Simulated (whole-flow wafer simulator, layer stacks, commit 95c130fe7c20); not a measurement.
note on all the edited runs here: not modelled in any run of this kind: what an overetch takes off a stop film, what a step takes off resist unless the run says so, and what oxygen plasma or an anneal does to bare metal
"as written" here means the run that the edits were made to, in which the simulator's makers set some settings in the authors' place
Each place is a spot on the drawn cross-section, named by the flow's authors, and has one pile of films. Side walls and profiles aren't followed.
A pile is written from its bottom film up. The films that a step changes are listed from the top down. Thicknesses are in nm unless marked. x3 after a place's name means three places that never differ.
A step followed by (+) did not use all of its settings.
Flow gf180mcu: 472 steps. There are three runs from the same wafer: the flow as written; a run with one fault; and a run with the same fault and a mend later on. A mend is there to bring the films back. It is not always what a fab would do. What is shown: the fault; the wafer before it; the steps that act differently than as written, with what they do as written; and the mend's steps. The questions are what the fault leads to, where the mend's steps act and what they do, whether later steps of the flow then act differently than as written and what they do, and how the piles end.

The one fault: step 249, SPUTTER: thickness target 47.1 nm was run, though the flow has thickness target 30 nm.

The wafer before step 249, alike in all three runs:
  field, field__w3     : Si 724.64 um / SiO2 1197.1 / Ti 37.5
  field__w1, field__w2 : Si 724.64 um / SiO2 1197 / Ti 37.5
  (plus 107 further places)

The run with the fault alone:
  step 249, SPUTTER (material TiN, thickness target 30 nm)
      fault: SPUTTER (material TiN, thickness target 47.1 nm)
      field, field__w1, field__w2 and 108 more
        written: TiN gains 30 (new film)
        fault: TiN gains 47.1 (new film)
  Later steps of the flow acting differently than as written:
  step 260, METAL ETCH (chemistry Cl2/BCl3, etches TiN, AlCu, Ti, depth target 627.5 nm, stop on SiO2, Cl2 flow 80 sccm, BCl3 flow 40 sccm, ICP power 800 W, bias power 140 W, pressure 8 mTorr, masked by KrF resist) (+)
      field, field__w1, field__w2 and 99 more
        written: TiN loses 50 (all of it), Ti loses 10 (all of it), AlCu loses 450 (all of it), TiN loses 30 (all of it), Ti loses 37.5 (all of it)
        fault: TiN loses 50 (all of it), Ti loses 10 (all of it), AlCu loses 450 (all of it), TiN loses 47.1 (all of it), Ti loses 37.5 (all of it)
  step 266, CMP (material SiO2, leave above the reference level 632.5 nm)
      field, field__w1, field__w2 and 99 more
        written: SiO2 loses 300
        fault: SiO2 loses 282.9
  The piles end different from the flow's at field__w8, contact, m1 and 6 more by more than 2% or 0.5 nm, whichever is larger.
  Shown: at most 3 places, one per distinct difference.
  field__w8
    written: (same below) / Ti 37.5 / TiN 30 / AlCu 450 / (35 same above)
    fault: (same below) / Ti 37.5 / TiN 47.1 / AlCu 450 / (35 same above)
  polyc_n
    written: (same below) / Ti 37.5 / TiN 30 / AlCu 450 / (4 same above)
    fault: (same below) / Ti 37.5 / TiN 47.1 / AlCu 450 / (4 same above)
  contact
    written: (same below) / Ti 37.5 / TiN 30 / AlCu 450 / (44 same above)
    fault: (same below) / Ti 37.5 / TiN 47.1 / AlCu 450 / (44 same above)

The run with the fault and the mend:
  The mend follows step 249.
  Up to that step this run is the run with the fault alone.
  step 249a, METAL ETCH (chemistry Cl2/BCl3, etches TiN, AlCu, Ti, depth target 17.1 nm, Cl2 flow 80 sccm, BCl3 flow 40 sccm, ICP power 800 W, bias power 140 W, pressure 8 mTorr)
      field, field__w1, field__w2 and 108 more
        TiN loses 17.1
  None of the later steps of the flow acts differently than as written at any place that is followed.
  By the end, the piles equal the flow's at every place that both follow.
